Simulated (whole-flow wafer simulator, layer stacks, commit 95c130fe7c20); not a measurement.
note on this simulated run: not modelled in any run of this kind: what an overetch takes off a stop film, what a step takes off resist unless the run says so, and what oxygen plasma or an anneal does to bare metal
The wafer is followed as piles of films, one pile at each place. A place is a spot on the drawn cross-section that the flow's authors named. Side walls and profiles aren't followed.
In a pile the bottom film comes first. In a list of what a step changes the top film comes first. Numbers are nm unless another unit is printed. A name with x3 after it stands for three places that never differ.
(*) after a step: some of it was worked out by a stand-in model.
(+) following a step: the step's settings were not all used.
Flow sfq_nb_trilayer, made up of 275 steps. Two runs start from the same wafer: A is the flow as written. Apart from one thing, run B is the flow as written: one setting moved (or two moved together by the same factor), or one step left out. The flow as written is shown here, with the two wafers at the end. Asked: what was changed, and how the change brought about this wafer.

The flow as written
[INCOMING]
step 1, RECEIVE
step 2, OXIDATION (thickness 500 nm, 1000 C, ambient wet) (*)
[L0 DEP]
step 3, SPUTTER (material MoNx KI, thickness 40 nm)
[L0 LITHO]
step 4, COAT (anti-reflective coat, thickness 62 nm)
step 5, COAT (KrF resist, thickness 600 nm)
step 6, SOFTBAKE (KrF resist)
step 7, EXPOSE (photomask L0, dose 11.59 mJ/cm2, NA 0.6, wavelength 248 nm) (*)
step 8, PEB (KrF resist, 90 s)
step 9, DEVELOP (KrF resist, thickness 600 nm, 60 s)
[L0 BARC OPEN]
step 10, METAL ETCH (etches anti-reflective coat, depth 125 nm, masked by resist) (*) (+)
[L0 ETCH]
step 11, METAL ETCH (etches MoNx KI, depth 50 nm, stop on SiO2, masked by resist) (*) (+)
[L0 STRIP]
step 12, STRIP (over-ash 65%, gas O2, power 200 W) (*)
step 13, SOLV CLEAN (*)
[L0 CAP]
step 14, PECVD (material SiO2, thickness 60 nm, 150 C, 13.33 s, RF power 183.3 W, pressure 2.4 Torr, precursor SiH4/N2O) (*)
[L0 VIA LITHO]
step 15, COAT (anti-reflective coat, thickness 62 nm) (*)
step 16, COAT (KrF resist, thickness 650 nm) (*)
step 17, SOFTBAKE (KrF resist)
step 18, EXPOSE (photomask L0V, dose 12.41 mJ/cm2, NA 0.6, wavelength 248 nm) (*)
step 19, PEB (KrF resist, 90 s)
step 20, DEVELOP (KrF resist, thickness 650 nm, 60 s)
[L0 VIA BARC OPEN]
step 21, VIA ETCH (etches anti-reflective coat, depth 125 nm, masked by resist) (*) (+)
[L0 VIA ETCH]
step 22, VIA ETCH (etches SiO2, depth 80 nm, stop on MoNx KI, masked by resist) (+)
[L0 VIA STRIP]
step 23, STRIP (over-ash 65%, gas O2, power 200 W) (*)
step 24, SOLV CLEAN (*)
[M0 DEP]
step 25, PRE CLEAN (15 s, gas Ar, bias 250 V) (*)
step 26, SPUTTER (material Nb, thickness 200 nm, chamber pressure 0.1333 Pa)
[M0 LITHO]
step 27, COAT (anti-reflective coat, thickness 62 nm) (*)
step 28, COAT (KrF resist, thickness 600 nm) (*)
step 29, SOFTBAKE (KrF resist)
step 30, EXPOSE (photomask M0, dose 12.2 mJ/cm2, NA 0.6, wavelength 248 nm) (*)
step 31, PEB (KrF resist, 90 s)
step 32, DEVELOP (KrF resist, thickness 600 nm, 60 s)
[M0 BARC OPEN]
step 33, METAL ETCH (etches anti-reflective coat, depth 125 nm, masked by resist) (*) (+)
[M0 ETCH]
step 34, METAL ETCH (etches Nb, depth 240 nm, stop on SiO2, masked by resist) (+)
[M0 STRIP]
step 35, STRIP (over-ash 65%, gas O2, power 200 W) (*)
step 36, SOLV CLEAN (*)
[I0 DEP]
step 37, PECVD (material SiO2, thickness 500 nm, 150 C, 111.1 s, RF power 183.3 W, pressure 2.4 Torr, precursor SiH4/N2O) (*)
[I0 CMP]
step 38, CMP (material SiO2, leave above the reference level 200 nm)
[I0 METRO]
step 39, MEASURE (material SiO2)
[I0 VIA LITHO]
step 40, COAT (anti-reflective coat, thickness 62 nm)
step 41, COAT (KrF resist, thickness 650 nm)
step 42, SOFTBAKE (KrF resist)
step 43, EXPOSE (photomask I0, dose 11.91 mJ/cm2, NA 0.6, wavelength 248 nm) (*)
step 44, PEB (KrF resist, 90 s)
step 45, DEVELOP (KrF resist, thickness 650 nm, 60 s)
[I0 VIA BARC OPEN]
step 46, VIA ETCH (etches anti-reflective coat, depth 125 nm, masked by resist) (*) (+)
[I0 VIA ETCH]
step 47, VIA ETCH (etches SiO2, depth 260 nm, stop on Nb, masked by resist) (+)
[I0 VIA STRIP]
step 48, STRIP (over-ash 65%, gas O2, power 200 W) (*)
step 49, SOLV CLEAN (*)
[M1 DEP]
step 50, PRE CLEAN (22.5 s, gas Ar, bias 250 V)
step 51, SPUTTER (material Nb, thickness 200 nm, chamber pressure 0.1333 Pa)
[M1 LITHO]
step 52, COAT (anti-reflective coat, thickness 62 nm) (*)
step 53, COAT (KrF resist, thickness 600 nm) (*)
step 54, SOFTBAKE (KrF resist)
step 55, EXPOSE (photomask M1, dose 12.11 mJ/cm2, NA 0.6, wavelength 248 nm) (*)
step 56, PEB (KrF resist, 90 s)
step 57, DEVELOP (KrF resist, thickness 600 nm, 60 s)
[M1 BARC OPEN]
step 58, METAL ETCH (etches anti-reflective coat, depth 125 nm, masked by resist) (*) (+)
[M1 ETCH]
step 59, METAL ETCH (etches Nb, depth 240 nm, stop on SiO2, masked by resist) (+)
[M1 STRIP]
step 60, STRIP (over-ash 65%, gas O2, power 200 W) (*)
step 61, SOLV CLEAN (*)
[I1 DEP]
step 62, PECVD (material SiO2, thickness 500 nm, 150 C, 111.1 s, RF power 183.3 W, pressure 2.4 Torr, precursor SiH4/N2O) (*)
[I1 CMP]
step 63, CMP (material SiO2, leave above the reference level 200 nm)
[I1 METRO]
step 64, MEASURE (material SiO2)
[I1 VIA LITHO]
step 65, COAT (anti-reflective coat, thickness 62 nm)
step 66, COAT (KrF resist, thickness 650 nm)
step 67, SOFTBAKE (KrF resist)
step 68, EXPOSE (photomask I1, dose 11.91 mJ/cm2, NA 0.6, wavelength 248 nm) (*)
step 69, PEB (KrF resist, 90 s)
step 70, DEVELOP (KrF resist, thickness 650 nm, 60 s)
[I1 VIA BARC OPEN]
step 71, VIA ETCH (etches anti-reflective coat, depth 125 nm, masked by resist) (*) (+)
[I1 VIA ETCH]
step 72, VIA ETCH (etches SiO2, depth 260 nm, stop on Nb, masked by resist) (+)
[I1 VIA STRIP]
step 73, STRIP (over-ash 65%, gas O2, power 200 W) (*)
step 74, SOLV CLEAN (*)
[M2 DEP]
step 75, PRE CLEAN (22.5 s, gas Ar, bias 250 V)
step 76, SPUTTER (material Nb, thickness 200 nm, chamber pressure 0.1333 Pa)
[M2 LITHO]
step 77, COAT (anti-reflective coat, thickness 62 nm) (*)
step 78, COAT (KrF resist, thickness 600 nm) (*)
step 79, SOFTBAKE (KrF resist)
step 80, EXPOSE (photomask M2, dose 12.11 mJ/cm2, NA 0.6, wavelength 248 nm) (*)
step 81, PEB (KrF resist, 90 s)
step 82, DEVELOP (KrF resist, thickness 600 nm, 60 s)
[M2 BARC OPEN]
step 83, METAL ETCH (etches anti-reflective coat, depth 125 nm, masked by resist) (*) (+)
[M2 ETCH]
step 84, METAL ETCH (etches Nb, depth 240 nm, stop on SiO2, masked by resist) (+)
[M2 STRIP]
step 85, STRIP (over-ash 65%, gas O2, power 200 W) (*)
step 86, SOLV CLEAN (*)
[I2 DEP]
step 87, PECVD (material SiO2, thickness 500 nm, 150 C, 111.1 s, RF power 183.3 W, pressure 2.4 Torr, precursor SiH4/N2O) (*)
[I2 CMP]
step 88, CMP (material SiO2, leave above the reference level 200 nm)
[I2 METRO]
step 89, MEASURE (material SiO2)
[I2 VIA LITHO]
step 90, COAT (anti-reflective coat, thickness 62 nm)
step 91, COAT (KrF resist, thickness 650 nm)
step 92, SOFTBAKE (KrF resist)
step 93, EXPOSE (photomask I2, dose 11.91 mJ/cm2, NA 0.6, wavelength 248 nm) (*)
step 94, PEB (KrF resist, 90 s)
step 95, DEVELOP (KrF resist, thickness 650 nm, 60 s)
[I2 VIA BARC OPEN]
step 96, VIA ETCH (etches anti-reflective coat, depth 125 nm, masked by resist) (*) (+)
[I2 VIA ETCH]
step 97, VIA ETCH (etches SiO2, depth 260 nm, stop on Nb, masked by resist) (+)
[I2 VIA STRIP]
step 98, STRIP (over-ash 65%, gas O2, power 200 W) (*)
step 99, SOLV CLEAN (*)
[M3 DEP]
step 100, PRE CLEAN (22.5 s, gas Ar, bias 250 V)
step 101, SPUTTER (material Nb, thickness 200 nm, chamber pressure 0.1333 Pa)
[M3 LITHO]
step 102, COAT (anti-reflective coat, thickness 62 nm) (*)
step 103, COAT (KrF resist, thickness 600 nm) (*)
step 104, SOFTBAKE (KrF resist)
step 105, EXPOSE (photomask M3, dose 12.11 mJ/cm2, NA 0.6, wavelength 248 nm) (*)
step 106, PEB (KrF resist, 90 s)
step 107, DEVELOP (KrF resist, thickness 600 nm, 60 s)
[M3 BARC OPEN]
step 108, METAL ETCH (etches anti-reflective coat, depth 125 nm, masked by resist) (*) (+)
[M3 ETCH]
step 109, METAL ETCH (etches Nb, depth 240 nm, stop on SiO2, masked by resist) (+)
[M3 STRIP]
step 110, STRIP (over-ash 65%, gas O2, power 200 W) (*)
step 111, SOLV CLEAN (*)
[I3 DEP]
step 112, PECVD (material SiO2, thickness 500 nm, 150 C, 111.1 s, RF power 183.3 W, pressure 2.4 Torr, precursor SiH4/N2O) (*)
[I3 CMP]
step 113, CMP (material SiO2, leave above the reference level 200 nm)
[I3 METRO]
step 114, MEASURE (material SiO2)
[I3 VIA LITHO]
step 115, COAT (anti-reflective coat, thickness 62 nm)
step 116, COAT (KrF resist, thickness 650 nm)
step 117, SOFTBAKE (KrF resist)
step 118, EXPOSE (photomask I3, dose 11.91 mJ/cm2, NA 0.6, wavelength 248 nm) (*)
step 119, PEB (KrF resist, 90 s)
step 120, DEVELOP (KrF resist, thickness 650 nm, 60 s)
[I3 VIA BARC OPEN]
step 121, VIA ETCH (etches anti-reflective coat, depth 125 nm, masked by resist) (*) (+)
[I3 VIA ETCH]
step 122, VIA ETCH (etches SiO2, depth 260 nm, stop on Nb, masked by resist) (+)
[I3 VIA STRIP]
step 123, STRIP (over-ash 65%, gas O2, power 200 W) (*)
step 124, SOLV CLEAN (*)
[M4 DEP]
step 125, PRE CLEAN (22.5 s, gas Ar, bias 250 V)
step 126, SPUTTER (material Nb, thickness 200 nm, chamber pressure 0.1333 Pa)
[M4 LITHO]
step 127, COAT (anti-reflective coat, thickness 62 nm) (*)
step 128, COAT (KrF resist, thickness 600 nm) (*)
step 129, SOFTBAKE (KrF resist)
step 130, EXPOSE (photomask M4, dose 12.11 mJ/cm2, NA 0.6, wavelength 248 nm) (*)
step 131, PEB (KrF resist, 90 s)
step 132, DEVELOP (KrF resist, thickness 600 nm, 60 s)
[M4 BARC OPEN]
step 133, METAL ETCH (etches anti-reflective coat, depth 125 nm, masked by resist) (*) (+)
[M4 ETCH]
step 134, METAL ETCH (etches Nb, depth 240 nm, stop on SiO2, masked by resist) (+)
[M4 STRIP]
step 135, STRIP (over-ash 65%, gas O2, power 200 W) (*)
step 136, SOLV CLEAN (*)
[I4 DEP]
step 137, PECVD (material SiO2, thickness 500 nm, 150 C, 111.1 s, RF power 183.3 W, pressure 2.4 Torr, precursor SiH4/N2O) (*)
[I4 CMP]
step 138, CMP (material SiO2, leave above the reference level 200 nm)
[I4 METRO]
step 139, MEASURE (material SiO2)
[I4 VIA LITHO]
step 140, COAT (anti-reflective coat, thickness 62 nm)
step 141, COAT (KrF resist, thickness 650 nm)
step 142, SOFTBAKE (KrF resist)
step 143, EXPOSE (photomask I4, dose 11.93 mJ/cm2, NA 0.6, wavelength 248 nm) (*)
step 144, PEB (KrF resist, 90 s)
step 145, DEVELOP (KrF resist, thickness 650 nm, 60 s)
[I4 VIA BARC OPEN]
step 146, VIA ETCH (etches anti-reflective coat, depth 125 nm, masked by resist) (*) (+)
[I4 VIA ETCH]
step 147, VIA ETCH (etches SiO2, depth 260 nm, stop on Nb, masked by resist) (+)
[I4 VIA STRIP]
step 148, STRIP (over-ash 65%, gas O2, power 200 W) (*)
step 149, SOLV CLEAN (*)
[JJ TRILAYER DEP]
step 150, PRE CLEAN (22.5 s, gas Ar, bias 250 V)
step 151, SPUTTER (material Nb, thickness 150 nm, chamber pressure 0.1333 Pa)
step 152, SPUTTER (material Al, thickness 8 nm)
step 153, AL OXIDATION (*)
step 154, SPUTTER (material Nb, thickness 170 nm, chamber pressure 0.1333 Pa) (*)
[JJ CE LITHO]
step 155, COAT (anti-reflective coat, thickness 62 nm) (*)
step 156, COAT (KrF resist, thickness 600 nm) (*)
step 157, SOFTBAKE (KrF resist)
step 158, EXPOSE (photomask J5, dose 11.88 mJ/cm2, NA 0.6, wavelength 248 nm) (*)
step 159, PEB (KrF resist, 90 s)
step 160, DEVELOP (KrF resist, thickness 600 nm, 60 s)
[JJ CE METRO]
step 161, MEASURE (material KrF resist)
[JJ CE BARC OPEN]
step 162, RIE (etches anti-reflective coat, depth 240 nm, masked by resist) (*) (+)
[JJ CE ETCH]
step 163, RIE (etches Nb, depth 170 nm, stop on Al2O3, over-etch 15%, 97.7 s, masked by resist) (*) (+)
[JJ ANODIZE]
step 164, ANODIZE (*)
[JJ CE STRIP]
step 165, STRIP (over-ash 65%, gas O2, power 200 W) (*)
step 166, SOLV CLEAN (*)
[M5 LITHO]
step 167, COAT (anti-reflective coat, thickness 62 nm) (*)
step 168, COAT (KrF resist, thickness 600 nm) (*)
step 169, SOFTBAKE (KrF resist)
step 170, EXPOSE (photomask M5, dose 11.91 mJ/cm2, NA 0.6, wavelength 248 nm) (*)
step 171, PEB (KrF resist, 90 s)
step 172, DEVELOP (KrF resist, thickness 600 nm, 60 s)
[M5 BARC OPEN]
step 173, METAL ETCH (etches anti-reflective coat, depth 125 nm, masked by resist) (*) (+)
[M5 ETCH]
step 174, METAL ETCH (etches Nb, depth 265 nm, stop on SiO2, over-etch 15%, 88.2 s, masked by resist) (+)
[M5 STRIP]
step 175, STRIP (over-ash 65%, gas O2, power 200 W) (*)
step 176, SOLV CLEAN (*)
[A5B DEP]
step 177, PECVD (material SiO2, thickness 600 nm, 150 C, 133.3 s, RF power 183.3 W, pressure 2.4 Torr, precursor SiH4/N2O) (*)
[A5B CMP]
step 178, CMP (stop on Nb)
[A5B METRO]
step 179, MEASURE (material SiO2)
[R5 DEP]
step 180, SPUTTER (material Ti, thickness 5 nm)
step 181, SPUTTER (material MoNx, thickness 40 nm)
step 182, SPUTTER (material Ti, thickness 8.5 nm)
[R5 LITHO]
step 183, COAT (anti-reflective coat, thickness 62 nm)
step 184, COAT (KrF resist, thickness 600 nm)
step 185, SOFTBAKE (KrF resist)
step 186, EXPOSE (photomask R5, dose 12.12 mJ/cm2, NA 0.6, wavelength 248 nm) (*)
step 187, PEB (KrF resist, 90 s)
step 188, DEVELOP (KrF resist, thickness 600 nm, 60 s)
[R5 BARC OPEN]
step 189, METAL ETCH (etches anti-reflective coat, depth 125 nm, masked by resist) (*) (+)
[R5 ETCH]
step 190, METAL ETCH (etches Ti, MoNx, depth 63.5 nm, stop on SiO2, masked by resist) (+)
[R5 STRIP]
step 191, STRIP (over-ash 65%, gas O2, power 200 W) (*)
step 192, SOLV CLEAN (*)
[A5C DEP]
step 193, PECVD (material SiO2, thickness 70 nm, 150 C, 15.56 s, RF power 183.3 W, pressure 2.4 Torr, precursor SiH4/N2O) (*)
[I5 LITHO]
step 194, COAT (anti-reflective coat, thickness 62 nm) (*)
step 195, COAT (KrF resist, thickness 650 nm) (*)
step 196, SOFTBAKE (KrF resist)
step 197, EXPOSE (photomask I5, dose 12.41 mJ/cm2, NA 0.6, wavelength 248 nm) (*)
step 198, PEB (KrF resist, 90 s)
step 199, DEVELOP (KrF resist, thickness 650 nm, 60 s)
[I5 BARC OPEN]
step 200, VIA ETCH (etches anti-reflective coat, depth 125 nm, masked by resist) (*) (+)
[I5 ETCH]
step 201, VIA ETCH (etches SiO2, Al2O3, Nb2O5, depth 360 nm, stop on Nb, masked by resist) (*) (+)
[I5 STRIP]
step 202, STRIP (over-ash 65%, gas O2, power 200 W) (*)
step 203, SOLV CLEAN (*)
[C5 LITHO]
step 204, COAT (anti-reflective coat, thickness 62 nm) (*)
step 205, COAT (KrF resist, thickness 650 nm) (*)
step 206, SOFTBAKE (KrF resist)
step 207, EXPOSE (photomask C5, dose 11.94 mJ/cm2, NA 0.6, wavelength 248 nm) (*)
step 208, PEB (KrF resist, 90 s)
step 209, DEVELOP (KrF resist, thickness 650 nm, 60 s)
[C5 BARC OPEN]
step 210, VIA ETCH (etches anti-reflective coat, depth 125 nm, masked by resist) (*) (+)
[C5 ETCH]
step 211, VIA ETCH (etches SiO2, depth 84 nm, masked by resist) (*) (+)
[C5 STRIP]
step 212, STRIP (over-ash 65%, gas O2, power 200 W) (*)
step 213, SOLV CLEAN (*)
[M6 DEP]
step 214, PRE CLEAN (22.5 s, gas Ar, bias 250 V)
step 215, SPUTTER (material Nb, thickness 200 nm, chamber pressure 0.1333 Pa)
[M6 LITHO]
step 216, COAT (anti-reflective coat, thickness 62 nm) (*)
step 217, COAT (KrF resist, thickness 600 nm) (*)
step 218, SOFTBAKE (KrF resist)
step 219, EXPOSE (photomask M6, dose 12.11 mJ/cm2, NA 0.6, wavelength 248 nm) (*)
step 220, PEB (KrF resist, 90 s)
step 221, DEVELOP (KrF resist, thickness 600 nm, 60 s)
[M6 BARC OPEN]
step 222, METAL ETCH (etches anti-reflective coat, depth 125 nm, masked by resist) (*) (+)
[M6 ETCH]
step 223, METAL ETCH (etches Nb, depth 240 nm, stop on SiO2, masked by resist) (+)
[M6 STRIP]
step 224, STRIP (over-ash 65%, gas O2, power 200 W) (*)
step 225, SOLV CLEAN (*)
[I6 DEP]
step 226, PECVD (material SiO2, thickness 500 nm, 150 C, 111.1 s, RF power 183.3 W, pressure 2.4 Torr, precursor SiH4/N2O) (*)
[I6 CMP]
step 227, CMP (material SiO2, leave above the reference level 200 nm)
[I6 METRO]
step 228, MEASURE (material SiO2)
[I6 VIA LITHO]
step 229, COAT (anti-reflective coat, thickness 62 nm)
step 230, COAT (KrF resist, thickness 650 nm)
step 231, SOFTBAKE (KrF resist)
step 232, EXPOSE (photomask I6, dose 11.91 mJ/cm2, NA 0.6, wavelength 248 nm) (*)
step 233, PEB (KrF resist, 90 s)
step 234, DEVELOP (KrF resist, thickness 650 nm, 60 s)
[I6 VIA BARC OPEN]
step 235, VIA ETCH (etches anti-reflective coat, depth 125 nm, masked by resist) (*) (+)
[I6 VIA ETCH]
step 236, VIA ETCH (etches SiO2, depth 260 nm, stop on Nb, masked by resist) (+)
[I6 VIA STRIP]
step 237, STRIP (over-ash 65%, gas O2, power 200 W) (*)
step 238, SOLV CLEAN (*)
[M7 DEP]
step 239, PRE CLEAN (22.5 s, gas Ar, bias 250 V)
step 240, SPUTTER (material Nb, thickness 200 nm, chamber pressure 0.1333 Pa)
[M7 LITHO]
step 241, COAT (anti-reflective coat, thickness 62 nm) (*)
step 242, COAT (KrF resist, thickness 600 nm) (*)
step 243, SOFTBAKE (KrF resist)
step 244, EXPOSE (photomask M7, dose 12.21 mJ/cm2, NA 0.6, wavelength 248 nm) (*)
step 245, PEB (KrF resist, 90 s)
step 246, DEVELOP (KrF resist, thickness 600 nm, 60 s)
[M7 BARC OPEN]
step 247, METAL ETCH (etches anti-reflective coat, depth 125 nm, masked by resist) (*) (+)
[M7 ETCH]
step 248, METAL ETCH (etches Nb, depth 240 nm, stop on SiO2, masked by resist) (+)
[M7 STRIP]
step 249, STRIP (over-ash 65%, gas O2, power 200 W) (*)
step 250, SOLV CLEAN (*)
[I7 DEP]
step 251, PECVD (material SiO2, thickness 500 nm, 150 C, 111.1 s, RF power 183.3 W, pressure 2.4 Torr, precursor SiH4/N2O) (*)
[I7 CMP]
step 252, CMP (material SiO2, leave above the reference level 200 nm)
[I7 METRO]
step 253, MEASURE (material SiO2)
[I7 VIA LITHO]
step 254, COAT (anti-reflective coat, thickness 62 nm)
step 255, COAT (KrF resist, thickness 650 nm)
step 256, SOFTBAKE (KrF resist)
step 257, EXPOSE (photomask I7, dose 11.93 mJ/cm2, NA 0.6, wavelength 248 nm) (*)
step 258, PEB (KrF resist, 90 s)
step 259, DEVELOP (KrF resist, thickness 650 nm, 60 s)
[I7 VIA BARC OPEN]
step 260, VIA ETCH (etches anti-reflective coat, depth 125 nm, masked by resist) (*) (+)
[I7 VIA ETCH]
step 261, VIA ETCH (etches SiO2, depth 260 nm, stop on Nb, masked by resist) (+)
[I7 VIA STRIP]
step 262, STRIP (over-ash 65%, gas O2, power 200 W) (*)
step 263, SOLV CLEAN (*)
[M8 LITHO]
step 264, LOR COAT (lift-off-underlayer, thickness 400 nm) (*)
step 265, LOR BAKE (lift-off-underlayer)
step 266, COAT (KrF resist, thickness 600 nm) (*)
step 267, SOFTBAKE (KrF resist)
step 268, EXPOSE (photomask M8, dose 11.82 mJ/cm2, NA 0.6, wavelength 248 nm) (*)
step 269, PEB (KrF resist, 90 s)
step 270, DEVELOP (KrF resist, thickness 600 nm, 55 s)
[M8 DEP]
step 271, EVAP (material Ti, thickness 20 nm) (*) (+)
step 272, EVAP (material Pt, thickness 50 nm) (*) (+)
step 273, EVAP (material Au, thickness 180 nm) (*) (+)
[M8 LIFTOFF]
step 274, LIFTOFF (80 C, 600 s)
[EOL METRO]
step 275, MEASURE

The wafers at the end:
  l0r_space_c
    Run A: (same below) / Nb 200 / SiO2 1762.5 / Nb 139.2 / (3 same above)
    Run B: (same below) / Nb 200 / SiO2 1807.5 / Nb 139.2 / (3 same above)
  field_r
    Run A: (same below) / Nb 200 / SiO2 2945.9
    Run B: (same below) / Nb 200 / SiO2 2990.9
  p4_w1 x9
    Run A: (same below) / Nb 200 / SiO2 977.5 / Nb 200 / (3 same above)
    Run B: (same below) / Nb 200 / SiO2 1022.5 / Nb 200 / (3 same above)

Cause: step 63, CMP: leave above the reference level 245 nm was run, while the flow as written has leave above the reference level 200 nm.

How this came from the change, step by step:
  step 63, CMP (material SiO2, leave above the reference level 200 nm)
      field_l, be, be_sur and 72 more: A SiO2 loses 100 | B SiO2 loses 55
      v_sur, via_wl, via_wr and 20 more: A SiO2 loses 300 | B SiO2 loses 255
      (and at 8 other places as well)
  step 72, VIA ETCH (etches SiO2, depth 260 nm, stop on Nb, masked by resist) (+)
      via_v: A SiO2 loses 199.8 (all of it) | B SiO2 loses 244.8 (all of it)
  step 76, SPUTTER (material Nb, thickness 200 nm, chamber pressure 0.1333 Pa)
      via_v: A Nb gains 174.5 | B Nb gains 166.1
  step 77, COAT (anti-reflective coat, thickness 62 nm) (*)
      via_v: A anti-reflective coat gains 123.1 (new film) | B anti-reflective coat gains 132.7 (new film)
      wire: A anti-reflective coat gains 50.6 (new film) | B anti-reflective coat gains 49.3 (new film)
  step 78, COAT (KrF resist, thickness 600 nm) (*)
      via_v: A KrF resist gains 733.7 (new film) | B KrF resist gains 770.2 (new film)
  step 85, STRIP (over-ash 65%, gas O2, power 200 W) (*)
      via_v: A KrF resist loses 515.8 (all of it), anti-reflective coat loses 123.1 (all of it) | B KrF resist loses 552.1 (all of it), anti-reflective coat loses 132.7 (all of it)
      wire: A KrF resist loses 374.9 (all of it), anti-reflective coat loses 50.6 (all of it) | B KrF resist loses 371.7 (all of it), anti-reflective coat loses 49.3 (all of it)
  step 87, PECVD (material SiO2, thickness 500 nm, 150 C, 111.1 s, RF power 183.3 W, pressure 2.4 Torr, precursor SiH4/N2O) (*)
      via_v: A SiO2 gains 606 (new film) | B SiO2 gains 659.4 (new film)
